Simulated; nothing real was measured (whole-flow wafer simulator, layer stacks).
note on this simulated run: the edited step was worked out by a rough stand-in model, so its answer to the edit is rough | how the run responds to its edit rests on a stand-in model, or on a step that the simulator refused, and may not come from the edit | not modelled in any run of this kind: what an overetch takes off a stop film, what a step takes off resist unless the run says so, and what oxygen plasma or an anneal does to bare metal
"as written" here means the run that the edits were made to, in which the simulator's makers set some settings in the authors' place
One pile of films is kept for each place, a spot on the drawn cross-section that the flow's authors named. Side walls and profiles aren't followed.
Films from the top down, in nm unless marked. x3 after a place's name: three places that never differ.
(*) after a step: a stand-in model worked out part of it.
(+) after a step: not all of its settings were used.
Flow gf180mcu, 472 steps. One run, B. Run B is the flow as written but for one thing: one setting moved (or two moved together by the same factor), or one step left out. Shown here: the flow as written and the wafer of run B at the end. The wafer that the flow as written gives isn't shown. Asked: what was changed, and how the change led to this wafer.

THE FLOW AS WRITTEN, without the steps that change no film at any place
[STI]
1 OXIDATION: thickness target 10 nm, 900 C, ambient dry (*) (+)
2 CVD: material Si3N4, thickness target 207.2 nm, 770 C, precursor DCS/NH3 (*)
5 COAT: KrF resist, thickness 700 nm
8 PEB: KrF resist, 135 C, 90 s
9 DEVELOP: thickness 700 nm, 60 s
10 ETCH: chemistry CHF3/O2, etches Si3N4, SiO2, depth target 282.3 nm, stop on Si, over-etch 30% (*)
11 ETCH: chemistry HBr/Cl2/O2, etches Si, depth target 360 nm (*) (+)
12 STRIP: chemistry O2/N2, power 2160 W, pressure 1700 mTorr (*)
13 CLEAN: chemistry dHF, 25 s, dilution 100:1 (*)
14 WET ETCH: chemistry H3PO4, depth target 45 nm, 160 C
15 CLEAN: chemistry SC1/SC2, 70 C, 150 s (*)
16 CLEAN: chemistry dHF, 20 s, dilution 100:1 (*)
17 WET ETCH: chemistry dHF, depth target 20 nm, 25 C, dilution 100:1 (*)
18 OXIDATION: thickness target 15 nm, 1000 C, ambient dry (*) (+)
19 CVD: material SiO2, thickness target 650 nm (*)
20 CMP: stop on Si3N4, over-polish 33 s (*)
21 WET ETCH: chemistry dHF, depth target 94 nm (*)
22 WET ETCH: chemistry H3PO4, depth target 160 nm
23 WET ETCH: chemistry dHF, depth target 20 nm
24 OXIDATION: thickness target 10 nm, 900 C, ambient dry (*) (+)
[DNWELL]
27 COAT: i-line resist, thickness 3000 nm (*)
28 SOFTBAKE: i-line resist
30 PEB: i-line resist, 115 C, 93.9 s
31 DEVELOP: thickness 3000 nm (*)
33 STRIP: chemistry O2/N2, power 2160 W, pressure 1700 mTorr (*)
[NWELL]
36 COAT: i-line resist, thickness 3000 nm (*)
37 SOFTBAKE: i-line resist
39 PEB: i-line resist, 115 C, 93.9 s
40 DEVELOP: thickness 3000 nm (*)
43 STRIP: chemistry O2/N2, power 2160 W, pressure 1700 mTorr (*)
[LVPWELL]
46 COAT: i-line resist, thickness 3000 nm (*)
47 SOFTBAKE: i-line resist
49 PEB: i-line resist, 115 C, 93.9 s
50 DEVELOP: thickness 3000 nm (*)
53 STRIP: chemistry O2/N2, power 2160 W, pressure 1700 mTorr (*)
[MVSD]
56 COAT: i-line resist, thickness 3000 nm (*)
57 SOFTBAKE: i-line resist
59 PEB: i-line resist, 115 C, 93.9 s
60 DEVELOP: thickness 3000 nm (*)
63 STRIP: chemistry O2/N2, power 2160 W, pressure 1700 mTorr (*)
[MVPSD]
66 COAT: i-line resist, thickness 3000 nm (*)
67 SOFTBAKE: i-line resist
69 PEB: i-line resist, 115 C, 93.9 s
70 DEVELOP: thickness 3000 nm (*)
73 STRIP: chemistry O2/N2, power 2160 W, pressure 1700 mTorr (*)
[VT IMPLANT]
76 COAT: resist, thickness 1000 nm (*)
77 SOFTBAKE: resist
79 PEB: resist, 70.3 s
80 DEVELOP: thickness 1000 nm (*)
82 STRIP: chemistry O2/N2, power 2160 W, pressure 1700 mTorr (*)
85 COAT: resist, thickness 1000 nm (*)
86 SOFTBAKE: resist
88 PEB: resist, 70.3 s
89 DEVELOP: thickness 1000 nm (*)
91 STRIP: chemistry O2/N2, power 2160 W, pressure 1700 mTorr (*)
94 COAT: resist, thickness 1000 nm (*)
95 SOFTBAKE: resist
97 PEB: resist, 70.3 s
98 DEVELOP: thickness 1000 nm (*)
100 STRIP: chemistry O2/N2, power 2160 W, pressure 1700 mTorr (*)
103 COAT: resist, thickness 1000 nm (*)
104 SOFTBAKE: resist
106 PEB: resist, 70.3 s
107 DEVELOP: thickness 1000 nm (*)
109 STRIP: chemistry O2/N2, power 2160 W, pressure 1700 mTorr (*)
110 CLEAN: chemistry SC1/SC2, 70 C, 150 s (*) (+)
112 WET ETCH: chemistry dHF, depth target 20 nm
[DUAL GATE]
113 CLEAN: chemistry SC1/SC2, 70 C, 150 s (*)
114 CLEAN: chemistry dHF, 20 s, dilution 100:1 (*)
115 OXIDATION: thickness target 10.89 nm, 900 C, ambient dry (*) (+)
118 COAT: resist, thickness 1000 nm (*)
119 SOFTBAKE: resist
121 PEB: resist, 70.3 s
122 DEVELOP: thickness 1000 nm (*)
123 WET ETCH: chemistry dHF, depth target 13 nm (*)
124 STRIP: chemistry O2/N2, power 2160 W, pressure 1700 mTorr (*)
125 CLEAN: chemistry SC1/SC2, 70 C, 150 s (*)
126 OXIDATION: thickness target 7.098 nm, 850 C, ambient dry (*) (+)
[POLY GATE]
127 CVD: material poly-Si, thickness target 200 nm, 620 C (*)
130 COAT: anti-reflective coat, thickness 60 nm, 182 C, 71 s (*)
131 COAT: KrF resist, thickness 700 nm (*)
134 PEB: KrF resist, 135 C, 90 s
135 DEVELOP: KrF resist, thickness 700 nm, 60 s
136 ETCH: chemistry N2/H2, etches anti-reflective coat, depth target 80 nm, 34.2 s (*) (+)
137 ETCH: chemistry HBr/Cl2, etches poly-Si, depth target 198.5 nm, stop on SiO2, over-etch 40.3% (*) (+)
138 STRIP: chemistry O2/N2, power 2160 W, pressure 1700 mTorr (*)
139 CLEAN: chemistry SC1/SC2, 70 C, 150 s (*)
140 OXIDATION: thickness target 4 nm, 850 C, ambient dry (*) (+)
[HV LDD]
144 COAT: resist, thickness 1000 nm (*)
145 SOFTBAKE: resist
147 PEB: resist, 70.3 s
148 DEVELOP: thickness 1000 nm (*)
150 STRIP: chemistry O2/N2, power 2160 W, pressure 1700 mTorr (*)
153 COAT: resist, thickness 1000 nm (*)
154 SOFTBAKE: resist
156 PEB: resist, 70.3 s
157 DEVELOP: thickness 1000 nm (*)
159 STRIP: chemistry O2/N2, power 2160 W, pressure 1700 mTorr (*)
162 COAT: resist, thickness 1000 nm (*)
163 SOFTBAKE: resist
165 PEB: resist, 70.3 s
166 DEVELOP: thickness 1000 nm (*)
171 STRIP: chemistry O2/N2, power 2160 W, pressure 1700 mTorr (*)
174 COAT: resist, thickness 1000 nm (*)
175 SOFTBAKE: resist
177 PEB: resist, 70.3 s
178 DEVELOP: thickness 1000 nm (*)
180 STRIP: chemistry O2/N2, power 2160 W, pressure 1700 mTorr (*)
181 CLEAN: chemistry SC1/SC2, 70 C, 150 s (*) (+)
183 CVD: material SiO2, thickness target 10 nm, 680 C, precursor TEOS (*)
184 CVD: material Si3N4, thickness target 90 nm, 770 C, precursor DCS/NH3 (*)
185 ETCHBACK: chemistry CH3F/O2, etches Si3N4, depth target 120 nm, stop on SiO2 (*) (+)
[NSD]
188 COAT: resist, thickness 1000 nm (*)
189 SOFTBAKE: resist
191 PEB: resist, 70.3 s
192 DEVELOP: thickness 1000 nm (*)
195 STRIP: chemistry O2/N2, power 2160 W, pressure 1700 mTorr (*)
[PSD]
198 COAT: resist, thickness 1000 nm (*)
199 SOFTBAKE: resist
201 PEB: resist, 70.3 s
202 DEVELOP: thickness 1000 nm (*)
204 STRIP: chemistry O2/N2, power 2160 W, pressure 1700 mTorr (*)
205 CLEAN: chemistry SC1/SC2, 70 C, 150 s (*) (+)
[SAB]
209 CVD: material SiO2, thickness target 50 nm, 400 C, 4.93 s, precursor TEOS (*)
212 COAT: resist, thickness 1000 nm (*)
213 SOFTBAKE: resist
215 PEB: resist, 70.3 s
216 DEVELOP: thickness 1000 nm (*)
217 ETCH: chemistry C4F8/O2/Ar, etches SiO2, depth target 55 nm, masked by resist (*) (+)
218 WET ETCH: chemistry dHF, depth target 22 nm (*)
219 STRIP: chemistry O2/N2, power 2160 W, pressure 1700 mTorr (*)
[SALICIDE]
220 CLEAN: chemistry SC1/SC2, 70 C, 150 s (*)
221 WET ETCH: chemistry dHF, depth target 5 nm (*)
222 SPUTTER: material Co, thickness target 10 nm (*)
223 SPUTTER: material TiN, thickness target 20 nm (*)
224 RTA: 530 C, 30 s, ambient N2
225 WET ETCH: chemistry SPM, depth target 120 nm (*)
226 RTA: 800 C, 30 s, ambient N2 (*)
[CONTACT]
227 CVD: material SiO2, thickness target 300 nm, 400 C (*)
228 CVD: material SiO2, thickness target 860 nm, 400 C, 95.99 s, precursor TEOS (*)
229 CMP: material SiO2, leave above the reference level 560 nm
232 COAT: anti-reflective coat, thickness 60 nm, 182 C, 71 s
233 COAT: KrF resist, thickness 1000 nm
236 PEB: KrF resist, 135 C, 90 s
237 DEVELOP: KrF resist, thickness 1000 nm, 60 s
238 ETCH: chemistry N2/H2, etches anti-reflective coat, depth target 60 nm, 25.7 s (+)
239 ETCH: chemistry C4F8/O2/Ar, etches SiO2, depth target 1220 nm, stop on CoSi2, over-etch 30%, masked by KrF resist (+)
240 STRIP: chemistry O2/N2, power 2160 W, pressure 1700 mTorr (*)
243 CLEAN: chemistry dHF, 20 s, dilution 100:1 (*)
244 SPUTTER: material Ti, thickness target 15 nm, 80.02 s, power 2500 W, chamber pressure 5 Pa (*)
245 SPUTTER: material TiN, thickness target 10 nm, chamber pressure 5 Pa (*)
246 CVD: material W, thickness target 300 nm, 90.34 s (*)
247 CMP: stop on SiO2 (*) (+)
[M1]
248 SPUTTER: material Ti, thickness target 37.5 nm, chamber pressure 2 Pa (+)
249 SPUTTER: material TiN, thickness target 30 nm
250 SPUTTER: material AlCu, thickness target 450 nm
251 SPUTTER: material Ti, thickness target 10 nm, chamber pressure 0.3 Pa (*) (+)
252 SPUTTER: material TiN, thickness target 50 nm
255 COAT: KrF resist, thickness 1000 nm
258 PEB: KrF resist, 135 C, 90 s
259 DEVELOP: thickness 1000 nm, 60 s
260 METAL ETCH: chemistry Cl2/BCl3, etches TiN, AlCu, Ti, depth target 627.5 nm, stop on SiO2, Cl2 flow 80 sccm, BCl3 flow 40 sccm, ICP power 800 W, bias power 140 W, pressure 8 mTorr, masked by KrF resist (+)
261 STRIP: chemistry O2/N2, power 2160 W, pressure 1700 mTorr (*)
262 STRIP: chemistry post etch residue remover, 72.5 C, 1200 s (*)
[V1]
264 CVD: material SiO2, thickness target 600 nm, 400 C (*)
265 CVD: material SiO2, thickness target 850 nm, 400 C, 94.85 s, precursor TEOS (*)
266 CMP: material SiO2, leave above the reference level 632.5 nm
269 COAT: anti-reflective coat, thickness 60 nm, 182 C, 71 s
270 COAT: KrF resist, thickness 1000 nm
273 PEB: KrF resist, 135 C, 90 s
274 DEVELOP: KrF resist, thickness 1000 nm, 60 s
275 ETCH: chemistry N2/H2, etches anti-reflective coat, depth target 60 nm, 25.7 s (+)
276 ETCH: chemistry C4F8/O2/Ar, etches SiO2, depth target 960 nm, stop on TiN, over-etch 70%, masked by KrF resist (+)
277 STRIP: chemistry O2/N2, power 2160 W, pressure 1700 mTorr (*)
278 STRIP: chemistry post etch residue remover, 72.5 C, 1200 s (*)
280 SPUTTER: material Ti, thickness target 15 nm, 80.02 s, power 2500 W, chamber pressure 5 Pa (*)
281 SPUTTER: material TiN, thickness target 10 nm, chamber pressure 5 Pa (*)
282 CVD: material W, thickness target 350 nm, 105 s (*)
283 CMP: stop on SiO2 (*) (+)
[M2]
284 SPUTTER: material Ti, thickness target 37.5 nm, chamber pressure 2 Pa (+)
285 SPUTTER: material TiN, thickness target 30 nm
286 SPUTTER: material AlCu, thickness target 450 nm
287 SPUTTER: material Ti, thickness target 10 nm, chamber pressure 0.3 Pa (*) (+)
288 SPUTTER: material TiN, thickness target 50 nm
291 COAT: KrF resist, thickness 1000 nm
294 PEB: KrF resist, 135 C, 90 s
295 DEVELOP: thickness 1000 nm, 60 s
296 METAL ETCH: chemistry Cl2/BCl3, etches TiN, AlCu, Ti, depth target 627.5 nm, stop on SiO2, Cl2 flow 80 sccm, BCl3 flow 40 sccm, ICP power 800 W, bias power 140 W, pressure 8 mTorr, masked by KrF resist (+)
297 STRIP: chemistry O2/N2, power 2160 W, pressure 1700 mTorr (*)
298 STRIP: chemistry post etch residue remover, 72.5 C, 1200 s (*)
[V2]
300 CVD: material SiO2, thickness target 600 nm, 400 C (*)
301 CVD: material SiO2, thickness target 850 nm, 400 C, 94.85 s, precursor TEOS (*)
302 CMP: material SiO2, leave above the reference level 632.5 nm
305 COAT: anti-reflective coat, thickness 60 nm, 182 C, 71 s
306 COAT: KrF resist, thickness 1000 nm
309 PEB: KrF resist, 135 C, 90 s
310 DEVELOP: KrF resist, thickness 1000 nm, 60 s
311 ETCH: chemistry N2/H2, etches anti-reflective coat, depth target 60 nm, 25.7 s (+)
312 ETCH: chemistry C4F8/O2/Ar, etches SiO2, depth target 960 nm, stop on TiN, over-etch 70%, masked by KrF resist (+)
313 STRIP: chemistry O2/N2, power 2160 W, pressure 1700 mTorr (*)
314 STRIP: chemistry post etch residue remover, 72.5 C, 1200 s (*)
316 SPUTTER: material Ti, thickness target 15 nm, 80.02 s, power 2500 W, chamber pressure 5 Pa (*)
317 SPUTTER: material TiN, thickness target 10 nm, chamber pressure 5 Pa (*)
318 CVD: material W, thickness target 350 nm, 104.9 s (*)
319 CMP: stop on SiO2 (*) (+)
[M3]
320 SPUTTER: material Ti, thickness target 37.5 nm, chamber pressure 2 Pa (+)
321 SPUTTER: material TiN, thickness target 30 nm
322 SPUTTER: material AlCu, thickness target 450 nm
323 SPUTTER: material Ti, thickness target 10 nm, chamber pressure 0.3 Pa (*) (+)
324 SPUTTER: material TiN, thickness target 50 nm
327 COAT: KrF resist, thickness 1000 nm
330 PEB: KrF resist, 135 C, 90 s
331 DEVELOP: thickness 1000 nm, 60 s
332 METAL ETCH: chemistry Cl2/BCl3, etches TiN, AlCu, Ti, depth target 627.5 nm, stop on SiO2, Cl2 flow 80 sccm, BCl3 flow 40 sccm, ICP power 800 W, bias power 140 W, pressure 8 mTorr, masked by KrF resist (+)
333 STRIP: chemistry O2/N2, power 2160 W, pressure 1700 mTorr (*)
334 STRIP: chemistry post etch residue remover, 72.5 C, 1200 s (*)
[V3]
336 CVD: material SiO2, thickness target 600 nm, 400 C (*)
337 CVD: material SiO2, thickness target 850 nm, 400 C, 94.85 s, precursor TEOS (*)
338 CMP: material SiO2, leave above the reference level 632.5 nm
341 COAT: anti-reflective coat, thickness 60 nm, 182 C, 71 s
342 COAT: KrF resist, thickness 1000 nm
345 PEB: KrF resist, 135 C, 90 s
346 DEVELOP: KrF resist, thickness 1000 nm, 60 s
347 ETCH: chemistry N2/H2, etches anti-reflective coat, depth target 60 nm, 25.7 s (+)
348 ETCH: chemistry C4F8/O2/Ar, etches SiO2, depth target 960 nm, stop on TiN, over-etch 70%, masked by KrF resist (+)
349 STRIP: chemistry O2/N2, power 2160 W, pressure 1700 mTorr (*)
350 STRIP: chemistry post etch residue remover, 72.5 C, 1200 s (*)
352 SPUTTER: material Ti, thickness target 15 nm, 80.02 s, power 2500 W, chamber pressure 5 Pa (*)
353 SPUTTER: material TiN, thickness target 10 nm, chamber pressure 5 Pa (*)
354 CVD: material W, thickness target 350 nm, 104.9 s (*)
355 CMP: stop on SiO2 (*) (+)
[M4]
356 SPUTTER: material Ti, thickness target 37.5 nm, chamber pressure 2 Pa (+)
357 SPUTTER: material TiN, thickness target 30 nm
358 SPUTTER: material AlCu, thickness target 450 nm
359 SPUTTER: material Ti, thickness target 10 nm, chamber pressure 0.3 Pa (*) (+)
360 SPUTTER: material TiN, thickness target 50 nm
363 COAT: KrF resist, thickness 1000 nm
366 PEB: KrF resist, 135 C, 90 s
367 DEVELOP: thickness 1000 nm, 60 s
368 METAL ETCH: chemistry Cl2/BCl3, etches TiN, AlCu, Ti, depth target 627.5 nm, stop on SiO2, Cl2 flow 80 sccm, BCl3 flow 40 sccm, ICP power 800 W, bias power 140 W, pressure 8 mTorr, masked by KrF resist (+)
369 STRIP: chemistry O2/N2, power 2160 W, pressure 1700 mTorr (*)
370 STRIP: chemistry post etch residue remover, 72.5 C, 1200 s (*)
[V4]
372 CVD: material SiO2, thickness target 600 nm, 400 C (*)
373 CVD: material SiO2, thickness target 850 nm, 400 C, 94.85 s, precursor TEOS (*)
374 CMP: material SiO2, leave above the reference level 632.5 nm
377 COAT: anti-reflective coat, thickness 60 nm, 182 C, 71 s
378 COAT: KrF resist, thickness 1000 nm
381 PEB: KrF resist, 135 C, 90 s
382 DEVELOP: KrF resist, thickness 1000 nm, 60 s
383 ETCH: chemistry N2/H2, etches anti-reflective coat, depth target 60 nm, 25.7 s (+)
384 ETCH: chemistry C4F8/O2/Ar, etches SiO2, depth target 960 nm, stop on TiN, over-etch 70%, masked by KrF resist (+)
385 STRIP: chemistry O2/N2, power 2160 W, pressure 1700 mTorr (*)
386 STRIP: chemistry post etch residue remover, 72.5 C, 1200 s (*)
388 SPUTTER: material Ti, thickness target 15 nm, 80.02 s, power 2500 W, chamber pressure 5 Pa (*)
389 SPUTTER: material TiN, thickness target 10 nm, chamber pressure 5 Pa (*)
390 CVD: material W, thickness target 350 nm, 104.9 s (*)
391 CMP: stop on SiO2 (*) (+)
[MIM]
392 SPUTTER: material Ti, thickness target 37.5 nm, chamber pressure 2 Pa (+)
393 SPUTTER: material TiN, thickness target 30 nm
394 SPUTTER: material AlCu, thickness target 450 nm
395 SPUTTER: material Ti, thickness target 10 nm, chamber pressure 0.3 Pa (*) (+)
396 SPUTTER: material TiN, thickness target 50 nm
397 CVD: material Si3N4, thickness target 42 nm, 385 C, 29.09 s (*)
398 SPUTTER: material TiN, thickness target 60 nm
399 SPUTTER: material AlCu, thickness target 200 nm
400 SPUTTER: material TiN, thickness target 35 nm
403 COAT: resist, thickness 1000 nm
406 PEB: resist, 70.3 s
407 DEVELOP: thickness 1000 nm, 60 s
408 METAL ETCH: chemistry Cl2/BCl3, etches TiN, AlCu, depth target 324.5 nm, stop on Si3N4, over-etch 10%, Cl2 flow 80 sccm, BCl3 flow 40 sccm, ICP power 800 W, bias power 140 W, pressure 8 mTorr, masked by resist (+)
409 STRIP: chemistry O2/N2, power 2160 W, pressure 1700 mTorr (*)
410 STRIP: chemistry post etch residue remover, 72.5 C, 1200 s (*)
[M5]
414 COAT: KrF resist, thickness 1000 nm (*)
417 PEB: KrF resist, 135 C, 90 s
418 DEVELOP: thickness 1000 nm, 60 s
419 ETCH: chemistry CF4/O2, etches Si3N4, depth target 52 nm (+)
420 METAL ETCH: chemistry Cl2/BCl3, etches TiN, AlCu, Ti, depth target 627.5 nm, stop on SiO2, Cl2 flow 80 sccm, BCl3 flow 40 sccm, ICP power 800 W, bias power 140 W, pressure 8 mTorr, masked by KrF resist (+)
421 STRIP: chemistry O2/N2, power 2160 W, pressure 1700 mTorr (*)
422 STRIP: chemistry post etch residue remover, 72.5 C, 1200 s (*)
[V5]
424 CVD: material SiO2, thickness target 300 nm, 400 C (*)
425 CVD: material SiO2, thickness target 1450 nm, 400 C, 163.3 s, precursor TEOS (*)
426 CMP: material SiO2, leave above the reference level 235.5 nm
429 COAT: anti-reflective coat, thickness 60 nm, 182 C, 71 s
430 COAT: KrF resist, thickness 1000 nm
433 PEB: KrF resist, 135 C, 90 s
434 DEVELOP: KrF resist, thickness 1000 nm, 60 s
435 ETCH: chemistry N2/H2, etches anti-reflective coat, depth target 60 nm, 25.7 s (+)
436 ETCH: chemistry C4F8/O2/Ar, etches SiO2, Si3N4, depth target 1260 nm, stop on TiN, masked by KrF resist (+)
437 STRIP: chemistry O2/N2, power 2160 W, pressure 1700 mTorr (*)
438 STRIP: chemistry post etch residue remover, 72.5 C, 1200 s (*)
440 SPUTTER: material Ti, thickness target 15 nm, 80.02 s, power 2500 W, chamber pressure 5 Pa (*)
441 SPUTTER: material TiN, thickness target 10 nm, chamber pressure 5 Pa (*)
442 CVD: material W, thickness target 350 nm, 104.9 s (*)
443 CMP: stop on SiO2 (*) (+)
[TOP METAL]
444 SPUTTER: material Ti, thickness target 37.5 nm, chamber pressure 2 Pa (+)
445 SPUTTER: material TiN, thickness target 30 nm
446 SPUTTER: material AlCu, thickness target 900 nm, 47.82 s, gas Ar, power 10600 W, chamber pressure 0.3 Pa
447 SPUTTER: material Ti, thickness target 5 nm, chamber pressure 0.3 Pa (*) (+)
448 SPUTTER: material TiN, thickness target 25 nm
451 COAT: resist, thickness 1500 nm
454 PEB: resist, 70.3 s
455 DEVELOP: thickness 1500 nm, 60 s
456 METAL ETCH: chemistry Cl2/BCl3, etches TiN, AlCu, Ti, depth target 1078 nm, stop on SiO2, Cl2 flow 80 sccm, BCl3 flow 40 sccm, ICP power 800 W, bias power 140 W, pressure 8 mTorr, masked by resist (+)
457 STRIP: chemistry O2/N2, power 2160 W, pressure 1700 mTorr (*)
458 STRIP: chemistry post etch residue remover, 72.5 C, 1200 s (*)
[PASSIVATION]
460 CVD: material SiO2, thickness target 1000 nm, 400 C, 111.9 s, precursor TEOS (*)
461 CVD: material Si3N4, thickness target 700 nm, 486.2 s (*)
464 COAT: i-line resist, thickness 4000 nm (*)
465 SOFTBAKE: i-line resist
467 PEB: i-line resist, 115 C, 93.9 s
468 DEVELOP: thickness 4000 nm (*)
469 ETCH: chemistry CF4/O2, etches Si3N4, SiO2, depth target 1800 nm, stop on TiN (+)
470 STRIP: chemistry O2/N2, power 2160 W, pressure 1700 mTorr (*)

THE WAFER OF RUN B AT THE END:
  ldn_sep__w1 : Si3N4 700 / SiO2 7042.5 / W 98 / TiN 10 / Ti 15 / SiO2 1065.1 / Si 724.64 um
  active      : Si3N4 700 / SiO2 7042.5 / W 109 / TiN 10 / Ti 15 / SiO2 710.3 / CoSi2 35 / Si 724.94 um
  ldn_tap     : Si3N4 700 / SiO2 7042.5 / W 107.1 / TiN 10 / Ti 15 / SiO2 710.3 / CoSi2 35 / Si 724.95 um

The cause: step 228, CVD: thickness target 404 nm was run, where the flow has thickness target 860 nm; step 228, CVD: 45.12 s was run, where the flow has 95.99 s.

How the change led to this, step by step:
  228 CVD: material SiO2, thickness target 860 nm, 400 C, 95.99 s, precursor TEOS (*)
      field, field__w7, field__w8 and 70 more: SiO2 +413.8 (as written it would be: SiO2 +860)
      field__w3, field__w12: SiO2 +392.1 (as written it would be: SiO2 +807.3)
      (and at 36 more places)
  229 CMP: material SiO2, leave above the reference level 560 nm
      ldn_sep__w1, ldn_sep__w2, ldn_dft and 8 more: nothing (as written it would be: SiO2 -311)
      active, p_well, sd_n, iso_ptap_pw, iso_ntap_nw, iso_ptap_sub, vpnp_e: nothing (as written it would be: SiO2 -299.9)
      (and at 93 more places)
  232 COAT: anti-reflective coat, thickness 60 nm, 182 C, 71 s
      sti, mim_1p0, pad, dice_street: anti-reflective coat +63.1 (new film) (as written it would be: anti-reflective coat +60 (new film))
      field__w10, ldp_src: anti-reflective coat +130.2 (new film) (as written it would be: anti-reflective coat +60 (new film))
      (and at 97 more places)
  233 COAT: KrF resist, thickness 1000 nm
      field: KrF resist +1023 (new film) (as written it would be: KrF resist +1000 (new film))
      field__w1: KrF resist +1028.5 (new film) (as written it would be: KrF resist +1000 (new film))
      (and at 57 more places)
  236 PEB: KrF resist, 135 C, 90 s
      gate_p, gate_nat, ppoly_u: KrF resist -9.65 (as written it would be: KrF resist -10.5)
      field_sub__w1, mim: KrF resist -11.5 (as written it would be: KrF resist -10.5)
      (and at 25 more places)
  237 DEVELOP: KrF resist, thickness 1000 nm, 60 s
      contact: KrF resist -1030 (all of it) (as written it would be: KrF resist -989.5 (all of it))
      polyc_n: KrF resist -924.3 (all of it) (as written it would be: KrF resist -989.5 (all of it))
      (and at 1 more place)
  238 ETCH: chemistry N2/H2, etches anti-reflective coat, depth target 60 nm, 25.7 s (+)
      contact: anti-reflective coat -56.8 (all of it), SiO2 -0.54 (as written it would be: anti-reflective coat -60 (all of it), SiO2 -0.46)
      polyc_n: anti-reflective coat -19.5 (all of it), SiO2 -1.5 (as written it would be: anti-reflective coat -60 (all of it), SiO2 -0.46)
      (and at 1 more place)
  239 ETCH: chemistry C4F8/O2/Ar, etches SiO2, depth target 1220 nm, stop on CoSi2, over-etch 30%, masked by KrF resist (+)
      field, field__w1, field__w2 and 105 more: KrF resist -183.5 (as written it would be: KrF resist -223.5)
      contact: SiO2 -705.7 (all of it) (as written it would be: SiO2 -859.5 (all of it))
  240 STRIP: chemistry O2/N2, power 2160 W, pressure 1700 mTorr (*)
      sti, mim_1p0, pad, dice_street: KrF resist -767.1 (all of it), anti-reflective coat -63.1 (all of it) (as written it would be: KrF resist -707.7 (all of it), anti-reflective coat -60 (all of it))
      p_well, sd_n: KrF resist -767.1 (all of it), anti-reflective coat -60 (all of it) (as written it would be: KrF resist -707.7 (all of it), anti-reflective coat -60 (all of it))
      (and at 102 more places)
  244 SPUTTER: material Ti, thickness target 15 nm, 80.02 s, power 2500 W, chamber pressure 5 Pa (*)
      field__w3, ld_sd_n, ld_sd_p: Ti +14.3 (new film) (as written it would be: Ti +15 (new film))
      field__w12, ld_drift_n: Ti +13.6 (new film) (as written it would be: Ti +15 (new film))
      (and at 3 more places)
  245 SPUTTER: material TiN, thickness target 10 nm, chamber pressure 5 Pa (*)
      field__w12, ld_drift_n: TiN +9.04 (new film) (as written it would be: TiN +10 (new film))
      contact: TiN +6.01 (new film) (as written it would be: TiN +5.48 (new film))
      (and at 1 more place)
  246 CVD: material W, thickness target 300 nm, 90.34 s (*)
      contact: W +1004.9 (new film) (as written it would be: W +1167.5 (new film))
  247 CMP: stop on SiO2 (*) (+)
      gate, gate_hv, gate_p and 23 more: W -300 (all of it), TiN -10 (all of it), Ti -15 (all of it) (as written it would be: W -300 (all of it), TiN -10 (all of it), Ti -15 (all of it), SiO2 -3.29)
      ldn_sep__w1, ldn_sep__w2, ldn_dft and 8 more: W -189.8 (as written it would be: W -300 (all of it), TiN -10 (all of it), Ti -15 (all of it), SiO2 -3.29)
      (and at 72 more places)
  260 METAL ETCH: chemistry Cl2/BCl3, etches TiN, AlCu, Ti, depth target 627.5 nm, stop on SiO2, Cl2 flow 80 sccm, BCl3 flow 40 sccm, ICP power 800 W, bias power 140 W, pressure 8 mTorr, masked by KrF resist (+)
      field, field__w1, field__w2 and 75 more: TiN -50 (all of it), Ti -10 (all of it), AlCu -450 (all of it), TiN -30 (all of it), Ti -37.5 (all of it), W -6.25 (as written it would be: TiN -50 (all of it), Ti -10 (all of it), AlCu -450 (all of it), TiN -30 (all of it), Ti -37.5 (all of it))
  262 STRIP: chemistry post etch residue remover, 72.5 C, 1200 s (*)
      field, field__w1, field__w2 and 75 more: W -6.01 (as written it would be: nothing)
  264 CVD: material SiO2, thickness target 600 nm, 400 C (*)
      field, field__w1, field__w2 and 75 more: SiO2 +600 (new film) (as written it would be: SiO2 +600)
  266 CMP: material SiO2, leave above the reference level 632.5 nm
      field, field__w1, field__w2 and 75 more: SiO2 -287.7 (as written it would be: SiO2 -300)
Counting metal films that touch as one body, ldn_sep__w1 has 1 body; the flow as written gives 0 bodies.
Counting metal films that touch as one body, active has 2 bodies (between them, from the top down: SiO2 710.3); the flow as written gives 1 body.
Counting metal films that touch as one body, ldn_tap has 2 bodies (between them, from the top down: SiO2 710.3); the flow as written gives 1 body.
